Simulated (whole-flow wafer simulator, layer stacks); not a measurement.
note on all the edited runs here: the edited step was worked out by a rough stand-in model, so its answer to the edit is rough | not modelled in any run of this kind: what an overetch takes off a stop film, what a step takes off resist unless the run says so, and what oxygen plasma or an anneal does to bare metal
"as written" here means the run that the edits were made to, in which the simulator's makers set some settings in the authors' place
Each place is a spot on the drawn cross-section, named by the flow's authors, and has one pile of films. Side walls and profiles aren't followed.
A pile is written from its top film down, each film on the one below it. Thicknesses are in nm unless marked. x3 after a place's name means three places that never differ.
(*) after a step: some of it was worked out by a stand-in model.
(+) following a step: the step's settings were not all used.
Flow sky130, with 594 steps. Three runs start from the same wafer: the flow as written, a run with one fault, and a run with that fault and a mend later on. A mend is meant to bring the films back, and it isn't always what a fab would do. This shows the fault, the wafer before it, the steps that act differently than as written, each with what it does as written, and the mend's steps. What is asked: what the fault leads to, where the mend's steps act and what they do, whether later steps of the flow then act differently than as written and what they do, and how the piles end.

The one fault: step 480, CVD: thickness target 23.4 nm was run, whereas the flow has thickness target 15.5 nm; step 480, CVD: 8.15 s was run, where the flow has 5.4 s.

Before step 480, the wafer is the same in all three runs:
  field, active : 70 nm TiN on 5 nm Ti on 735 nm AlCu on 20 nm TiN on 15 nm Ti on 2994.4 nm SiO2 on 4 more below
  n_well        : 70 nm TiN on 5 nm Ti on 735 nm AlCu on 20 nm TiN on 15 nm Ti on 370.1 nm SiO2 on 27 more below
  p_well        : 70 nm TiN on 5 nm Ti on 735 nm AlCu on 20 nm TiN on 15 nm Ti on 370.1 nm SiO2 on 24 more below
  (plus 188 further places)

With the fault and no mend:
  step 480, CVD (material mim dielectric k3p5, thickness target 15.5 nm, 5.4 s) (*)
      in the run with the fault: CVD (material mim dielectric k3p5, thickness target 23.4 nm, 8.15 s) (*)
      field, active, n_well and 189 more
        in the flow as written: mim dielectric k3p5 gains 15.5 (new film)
        in the run with the fault: mim dielectric k3p5 gains 23.4 (new film)
  Steps further on in the flow that do not act as written (4 more steps, not shown, differ only slightly: by at most 2% or 0.5 nm, whichever is larger):
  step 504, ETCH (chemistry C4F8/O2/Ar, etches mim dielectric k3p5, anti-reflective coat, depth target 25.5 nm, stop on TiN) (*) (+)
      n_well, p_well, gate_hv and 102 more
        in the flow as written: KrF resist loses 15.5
        in the run with the fault: KrF resist loses 17
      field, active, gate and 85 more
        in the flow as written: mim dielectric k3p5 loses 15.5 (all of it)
        in the run with the fault: mim dielectric k3p5 loses 23.4 (all of it)
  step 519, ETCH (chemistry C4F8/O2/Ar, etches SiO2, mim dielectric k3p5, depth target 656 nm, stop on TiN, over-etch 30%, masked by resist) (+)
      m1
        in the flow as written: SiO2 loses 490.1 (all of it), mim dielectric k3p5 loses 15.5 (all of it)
        in the run with the fault: SiO2 loses 482.2 (all of it), mim dielectric k3p5 loses 23.4 (all of it)
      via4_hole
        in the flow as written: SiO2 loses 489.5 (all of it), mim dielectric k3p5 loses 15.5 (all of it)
        in the run with the fault: SiO2 loses 481.6 (all of it), mim dielectric k3p5 loses 23.4 (all of it)
  At n_well, p_well, gate_hv and 100 more, the piles at the end differ from the flow's by more than 2% or 0.5 nm, whichever is larger.
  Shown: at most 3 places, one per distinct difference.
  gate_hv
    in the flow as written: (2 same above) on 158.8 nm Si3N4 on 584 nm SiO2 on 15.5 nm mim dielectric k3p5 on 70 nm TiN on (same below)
    in the run with the fault: (2 same above) on 158.8 nm Si3N4 on 576.1 nm SiO2 on 23.4 nm mim dielectric k3p5 on 70 nm TiN on (same below)
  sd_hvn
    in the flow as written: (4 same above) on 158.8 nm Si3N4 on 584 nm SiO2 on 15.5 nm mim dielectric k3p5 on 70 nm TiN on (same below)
    in the run with the fault: (4 same above) on 158.8 nm Si3N4 on 576.1 nm SiO2 on 23.4 nm mim dielectric k3p5 on 70 nm TiN on (same below)
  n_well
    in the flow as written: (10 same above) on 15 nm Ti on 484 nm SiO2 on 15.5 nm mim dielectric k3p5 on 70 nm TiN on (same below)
    in the run with the fault: (10 same above) on 15 nm Ti on 476.1 nm SiO2 on 23.4 nm mim dielectric k3p5 on 70 nm TiN on (same below)

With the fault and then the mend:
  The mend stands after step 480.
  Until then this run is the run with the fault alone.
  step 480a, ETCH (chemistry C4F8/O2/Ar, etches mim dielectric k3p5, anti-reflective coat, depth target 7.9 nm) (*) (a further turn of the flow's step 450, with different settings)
      field, active, n_well and 189 more
        mim dielectric k3p5 loses 7.9
  None of the later steps of the flow acts differently than as written at any place that is followed.
  By the end, the piles equal the flow's at every place that both follow.
